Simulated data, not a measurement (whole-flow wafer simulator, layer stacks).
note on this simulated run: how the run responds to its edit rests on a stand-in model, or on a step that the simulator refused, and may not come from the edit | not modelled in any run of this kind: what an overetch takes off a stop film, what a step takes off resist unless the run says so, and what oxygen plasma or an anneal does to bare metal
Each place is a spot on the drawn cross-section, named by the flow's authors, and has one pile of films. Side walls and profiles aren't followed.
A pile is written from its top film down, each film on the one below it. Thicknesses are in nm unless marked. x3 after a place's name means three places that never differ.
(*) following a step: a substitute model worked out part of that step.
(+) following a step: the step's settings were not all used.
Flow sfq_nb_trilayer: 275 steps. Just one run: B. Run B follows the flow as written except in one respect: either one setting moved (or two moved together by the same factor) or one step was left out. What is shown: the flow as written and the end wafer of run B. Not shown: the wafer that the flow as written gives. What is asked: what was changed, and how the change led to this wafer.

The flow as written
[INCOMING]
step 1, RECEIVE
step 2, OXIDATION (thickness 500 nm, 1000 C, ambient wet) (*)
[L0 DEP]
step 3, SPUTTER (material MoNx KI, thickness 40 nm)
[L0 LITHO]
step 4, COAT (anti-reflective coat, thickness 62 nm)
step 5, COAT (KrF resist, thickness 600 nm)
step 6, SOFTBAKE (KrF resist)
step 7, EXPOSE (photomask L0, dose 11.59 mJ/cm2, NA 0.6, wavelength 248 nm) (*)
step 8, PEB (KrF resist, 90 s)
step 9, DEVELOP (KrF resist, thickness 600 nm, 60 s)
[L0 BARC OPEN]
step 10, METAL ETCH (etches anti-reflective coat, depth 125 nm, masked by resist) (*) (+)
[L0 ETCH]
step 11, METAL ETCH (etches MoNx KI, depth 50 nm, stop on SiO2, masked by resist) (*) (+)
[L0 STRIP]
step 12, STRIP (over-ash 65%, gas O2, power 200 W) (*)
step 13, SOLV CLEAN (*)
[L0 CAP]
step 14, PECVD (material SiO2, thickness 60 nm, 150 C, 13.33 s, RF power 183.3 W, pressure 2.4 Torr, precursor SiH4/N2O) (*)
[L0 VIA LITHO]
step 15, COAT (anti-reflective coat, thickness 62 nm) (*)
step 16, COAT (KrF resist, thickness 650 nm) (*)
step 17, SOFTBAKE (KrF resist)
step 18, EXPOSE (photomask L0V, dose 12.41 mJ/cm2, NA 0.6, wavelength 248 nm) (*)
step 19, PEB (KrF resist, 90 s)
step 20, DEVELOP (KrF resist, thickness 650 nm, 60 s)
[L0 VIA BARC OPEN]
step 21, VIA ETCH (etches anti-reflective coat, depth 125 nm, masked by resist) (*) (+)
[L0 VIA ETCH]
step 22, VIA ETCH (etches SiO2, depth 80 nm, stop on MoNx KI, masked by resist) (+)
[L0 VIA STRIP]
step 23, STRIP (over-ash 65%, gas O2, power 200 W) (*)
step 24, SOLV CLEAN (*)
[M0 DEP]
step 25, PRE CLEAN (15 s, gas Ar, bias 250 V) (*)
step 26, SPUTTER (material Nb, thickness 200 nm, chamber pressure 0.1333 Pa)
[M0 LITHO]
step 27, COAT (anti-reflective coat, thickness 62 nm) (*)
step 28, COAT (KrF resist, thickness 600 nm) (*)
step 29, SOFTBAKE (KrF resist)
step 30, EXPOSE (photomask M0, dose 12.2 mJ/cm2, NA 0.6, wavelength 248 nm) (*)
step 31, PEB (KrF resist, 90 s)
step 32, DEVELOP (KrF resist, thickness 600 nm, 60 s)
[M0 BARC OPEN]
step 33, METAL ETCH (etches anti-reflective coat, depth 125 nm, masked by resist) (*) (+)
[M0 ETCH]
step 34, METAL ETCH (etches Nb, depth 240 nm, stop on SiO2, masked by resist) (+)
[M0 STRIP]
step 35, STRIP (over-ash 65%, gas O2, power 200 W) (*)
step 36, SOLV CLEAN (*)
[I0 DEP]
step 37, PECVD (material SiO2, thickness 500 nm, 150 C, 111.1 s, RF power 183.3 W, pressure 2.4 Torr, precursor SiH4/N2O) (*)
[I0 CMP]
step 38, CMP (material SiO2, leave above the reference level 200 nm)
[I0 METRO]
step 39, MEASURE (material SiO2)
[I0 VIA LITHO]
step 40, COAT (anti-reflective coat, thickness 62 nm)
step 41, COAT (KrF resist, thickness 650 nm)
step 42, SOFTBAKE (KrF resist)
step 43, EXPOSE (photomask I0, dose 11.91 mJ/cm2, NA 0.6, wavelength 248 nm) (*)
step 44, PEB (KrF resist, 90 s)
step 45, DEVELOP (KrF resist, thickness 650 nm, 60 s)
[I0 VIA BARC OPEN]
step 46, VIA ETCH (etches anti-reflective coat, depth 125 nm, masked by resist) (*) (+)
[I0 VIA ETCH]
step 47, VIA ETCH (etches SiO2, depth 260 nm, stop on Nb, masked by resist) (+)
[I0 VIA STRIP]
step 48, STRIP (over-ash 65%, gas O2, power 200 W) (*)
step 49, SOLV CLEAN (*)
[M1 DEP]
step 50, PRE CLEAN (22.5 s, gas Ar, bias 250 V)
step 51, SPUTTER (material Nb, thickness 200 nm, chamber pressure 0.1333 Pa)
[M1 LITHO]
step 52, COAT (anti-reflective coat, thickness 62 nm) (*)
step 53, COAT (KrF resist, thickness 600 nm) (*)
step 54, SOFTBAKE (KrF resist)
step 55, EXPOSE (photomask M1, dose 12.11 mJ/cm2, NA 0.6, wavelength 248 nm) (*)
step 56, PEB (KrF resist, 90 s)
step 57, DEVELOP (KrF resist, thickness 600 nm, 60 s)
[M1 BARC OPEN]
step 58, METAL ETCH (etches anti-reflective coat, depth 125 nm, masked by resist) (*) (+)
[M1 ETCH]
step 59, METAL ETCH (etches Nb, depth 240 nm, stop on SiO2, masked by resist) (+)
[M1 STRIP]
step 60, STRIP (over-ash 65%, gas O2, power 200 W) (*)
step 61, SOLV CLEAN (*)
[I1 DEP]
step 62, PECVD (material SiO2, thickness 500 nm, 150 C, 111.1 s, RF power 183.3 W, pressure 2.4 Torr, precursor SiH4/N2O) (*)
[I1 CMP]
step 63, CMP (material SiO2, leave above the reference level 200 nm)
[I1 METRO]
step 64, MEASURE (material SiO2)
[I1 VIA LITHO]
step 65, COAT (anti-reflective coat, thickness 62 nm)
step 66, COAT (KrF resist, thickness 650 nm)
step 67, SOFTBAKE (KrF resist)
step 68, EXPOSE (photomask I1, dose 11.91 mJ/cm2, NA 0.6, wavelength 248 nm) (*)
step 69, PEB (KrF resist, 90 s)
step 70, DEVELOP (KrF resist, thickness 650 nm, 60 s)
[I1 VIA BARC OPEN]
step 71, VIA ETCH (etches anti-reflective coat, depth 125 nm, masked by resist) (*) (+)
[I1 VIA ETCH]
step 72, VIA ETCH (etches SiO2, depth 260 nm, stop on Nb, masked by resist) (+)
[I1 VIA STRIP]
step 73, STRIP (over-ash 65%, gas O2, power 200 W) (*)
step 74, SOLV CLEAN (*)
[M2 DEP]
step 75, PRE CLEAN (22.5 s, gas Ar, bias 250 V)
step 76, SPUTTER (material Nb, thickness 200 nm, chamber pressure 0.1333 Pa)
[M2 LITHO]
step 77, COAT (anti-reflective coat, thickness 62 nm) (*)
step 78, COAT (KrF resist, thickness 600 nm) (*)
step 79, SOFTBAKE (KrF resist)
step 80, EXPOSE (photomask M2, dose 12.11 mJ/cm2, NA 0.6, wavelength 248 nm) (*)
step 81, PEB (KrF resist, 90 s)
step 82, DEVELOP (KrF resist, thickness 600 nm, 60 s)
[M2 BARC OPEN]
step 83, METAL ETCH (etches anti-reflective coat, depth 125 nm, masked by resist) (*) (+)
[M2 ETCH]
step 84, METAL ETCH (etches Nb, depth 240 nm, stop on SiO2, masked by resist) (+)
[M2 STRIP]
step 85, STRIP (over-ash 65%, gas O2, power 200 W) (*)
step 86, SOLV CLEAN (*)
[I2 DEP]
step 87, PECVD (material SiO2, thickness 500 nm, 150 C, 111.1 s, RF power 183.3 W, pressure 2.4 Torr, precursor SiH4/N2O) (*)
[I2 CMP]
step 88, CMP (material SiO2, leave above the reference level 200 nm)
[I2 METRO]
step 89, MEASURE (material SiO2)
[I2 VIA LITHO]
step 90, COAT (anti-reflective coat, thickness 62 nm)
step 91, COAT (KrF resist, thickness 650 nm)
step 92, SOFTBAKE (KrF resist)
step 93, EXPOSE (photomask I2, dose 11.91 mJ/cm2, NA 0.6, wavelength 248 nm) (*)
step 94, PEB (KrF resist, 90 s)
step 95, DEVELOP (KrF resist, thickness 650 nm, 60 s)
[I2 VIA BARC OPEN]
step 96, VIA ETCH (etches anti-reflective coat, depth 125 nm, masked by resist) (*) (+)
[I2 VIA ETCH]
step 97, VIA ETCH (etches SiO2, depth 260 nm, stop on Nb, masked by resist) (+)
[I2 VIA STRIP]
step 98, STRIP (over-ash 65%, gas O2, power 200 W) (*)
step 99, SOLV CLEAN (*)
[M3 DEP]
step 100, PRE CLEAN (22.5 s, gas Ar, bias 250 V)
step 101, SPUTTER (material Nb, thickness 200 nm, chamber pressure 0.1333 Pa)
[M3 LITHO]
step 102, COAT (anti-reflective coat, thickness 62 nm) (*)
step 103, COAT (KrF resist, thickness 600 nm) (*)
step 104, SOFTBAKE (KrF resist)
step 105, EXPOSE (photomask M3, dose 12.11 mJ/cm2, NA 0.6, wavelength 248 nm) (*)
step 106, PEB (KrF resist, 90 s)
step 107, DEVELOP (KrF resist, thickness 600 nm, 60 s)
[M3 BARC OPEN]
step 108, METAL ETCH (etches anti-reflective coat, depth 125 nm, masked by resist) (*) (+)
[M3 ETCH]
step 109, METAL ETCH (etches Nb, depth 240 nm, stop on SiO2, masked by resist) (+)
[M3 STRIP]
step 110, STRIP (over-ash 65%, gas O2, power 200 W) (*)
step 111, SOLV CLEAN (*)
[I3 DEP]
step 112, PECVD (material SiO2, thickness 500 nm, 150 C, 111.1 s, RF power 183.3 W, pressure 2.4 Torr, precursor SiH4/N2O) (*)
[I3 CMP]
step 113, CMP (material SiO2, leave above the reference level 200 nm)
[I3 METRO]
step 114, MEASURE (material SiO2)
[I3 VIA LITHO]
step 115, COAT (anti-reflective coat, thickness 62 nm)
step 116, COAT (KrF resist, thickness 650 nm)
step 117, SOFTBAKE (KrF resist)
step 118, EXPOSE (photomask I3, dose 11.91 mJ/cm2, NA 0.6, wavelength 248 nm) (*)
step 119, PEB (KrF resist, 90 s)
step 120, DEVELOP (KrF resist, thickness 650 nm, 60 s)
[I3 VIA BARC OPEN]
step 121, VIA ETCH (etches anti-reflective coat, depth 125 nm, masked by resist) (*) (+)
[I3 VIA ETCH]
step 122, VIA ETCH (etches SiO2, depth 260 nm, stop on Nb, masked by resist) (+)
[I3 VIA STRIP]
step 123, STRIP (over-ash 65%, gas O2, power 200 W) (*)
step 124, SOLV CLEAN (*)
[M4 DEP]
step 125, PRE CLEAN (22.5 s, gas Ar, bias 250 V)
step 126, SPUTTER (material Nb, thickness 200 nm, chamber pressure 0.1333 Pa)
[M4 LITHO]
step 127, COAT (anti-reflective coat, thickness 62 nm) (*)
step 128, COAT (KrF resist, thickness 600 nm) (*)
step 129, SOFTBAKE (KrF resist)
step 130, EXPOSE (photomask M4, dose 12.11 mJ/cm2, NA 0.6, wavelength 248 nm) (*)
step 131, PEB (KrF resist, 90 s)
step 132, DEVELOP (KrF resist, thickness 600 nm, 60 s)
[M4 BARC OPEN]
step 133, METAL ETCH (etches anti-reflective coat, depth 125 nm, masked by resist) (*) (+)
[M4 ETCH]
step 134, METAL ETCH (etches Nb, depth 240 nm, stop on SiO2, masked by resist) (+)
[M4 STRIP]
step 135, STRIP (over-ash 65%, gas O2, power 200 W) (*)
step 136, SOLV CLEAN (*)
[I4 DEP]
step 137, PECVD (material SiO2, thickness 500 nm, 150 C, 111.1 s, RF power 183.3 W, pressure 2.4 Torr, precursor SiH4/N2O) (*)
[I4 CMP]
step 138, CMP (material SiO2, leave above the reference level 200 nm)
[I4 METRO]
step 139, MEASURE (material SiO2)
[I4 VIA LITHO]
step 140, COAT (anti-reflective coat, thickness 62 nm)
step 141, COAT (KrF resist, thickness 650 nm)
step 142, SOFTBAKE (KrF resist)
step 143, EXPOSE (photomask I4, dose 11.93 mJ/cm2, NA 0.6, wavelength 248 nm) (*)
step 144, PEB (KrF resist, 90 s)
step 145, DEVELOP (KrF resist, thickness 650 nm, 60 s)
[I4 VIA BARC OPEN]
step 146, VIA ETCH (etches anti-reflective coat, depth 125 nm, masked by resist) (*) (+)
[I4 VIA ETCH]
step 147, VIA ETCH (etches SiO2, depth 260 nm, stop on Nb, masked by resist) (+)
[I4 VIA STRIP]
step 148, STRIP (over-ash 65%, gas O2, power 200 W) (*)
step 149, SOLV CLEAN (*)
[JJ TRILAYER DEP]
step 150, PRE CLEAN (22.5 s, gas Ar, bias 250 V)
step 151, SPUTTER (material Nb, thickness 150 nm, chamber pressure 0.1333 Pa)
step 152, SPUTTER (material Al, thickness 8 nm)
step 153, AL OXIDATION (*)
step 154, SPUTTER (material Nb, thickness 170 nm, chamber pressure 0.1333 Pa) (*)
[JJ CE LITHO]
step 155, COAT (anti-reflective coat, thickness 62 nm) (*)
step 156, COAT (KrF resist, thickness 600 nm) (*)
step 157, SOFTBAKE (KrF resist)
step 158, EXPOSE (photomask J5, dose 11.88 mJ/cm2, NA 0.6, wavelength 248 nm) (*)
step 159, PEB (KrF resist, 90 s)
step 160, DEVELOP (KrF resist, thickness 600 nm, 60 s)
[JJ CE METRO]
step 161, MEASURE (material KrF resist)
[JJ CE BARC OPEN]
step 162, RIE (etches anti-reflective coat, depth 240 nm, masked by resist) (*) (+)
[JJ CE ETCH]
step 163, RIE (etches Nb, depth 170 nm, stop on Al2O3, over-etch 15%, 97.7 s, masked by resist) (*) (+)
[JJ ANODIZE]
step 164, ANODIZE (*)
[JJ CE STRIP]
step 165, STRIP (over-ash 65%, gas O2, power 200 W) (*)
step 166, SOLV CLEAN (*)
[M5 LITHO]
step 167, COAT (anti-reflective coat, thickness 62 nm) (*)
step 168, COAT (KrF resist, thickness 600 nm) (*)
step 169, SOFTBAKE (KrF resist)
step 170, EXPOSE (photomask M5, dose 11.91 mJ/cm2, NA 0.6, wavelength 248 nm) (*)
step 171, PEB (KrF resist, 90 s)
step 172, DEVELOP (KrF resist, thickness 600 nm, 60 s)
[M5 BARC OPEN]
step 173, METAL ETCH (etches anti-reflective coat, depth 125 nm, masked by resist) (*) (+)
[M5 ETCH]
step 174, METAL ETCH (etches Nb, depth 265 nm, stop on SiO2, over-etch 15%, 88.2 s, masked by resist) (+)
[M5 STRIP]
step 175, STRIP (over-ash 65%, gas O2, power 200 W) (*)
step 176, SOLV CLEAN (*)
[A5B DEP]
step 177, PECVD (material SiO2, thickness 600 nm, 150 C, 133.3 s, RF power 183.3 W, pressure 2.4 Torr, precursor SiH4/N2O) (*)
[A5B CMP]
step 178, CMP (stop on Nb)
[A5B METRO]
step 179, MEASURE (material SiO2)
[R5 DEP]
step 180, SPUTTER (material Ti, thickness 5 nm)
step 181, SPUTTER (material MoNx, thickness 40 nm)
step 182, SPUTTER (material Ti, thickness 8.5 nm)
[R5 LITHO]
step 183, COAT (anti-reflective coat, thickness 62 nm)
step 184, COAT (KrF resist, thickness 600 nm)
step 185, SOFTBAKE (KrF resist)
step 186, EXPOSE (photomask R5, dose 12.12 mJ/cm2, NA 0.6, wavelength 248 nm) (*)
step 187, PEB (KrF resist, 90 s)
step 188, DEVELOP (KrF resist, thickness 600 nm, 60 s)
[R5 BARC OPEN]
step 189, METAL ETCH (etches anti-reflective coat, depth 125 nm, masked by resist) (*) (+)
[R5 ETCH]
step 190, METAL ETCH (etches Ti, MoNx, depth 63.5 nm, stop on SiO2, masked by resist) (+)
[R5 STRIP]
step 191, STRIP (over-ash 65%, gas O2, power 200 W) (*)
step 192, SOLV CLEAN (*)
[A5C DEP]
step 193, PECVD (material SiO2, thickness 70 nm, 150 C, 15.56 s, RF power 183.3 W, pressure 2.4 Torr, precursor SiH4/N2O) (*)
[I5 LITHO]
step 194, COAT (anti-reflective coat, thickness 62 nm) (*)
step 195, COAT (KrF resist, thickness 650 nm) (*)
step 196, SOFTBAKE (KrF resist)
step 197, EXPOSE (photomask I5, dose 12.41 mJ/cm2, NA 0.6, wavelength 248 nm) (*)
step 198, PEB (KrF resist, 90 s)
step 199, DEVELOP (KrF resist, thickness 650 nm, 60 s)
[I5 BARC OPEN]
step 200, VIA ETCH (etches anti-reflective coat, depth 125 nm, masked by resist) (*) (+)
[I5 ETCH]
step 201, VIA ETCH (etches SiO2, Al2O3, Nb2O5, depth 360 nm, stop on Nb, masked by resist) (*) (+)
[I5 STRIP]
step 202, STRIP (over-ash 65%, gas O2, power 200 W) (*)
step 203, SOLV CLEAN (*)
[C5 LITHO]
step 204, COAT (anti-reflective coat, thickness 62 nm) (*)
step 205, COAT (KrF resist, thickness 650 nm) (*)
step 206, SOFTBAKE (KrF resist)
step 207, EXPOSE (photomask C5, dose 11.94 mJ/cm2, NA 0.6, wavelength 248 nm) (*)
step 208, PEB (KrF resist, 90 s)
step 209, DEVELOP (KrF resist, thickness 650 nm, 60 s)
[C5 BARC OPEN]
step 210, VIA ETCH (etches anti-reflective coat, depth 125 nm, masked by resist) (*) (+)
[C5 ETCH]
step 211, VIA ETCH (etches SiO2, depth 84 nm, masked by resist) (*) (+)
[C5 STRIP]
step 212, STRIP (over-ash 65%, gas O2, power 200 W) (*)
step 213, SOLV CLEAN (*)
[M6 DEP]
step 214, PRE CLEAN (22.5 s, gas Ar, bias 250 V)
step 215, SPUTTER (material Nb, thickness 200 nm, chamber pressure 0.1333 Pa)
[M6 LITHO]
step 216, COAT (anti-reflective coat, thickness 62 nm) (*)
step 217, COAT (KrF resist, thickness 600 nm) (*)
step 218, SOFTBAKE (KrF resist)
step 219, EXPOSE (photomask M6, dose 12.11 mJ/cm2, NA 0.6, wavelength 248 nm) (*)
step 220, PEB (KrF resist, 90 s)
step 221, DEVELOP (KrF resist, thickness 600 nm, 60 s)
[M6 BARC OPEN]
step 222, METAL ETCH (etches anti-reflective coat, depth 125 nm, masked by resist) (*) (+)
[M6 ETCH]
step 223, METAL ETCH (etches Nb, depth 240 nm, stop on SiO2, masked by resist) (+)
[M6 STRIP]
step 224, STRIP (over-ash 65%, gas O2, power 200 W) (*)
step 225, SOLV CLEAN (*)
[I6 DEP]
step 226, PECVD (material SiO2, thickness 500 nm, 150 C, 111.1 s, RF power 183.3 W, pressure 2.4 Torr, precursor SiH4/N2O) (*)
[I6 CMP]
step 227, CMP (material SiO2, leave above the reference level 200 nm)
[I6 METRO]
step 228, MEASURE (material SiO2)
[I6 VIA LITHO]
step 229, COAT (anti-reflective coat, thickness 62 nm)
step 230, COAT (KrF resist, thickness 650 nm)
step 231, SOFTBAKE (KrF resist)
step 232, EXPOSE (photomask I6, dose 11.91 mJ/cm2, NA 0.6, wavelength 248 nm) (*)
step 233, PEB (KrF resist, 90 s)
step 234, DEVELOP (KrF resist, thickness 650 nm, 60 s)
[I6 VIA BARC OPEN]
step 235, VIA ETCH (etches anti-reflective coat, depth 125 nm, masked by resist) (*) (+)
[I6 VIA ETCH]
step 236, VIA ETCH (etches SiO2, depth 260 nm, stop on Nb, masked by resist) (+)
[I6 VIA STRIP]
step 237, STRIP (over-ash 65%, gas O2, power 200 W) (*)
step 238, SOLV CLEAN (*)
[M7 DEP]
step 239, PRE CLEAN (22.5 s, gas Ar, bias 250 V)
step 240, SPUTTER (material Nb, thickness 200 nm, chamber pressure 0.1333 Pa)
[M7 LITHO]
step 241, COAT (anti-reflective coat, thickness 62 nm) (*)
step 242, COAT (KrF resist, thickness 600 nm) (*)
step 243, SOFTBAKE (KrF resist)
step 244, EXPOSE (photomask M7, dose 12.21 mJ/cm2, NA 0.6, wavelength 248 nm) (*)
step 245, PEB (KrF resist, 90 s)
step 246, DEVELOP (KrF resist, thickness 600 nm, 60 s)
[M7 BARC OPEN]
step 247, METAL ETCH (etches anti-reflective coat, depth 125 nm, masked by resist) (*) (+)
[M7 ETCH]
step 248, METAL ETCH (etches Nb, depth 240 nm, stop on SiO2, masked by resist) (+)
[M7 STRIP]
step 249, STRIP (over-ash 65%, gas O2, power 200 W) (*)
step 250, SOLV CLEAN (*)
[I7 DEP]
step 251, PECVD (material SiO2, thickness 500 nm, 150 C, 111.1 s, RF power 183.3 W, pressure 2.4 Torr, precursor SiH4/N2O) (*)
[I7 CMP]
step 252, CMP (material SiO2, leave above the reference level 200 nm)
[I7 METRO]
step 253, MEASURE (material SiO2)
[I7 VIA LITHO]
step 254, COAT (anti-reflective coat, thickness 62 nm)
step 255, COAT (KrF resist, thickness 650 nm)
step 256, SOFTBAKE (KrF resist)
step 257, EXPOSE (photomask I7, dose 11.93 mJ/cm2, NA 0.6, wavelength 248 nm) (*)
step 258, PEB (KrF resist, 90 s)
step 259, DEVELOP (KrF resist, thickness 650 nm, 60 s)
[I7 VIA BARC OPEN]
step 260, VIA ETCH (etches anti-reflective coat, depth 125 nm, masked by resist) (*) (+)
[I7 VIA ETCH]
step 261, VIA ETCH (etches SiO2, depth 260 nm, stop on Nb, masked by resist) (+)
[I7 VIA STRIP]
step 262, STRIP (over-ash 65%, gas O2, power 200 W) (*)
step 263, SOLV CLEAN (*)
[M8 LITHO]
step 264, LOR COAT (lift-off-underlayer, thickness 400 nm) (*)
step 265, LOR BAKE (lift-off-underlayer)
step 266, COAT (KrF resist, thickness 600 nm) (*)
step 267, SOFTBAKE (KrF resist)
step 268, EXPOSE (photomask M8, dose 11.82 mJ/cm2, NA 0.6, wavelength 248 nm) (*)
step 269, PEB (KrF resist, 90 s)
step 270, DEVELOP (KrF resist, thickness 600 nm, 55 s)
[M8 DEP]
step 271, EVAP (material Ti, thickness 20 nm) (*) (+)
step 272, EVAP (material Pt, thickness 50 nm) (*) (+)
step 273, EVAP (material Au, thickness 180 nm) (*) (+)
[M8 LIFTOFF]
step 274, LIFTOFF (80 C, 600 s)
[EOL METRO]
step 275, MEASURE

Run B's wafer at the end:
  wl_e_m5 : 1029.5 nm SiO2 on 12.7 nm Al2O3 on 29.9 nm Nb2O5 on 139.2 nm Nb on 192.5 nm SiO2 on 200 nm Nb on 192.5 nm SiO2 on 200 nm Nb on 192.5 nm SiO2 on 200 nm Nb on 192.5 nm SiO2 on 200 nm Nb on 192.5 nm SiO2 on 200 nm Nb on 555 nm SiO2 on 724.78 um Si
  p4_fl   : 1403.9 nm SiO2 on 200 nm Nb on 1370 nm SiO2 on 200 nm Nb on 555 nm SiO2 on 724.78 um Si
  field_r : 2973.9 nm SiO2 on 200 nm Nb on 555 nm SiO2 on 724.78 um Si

Cause: step 215, SPUTTER: thickness 228 nm was run, whereas the flow has thickness 200 nm.

How this came from the change, step by step:
  step 215, SPUTTER (material Nb, thickness 200 nm, chamber pressure 0.1333 Pa)
      field_l, v_sur, via_wl and 100 more: +228 Nb (new film) (in the flow as written it would be: +200 Nb (new film))
      be: +167.6 Nb (in the flow as written it would be: +147.3 Nb)
      (as well as at 2 more places)
  step 223, METAL ETCH (etches Nb, depth 240 nm, stop on SiO2, masked by resist) (+)
      field_l, gap, moat and 76 more: -228 Nb (all of it) (in the flow as written it would be: -200 Nb (all of it))
  step 226, PECVD (material SiO2, thickness 500 nm, 150 C, 111.1 s, RF power 183.3 W, pressure 2.4 Torr, precursor SiH4/N2O) (*)
      gap, wl_a_sl, m6r_space_l, m6r_space_r: +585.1 SiO2 (in the flow as written it would be: +557.1 SiO2)
  step 227, CMP (material SiO2, leave above the reference level 200 nm)
      field_l, p4_fl, p4_fm and 59 more: -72 SiO2 (in the flow as written it would be: -100 SiO2)
      moat, field_r, lsp_l, ln_m5, lsp_m: -64.7 SiO2 (in the flow as written it would be: -93.6 SiO2)
      (as well as at 8 more places)
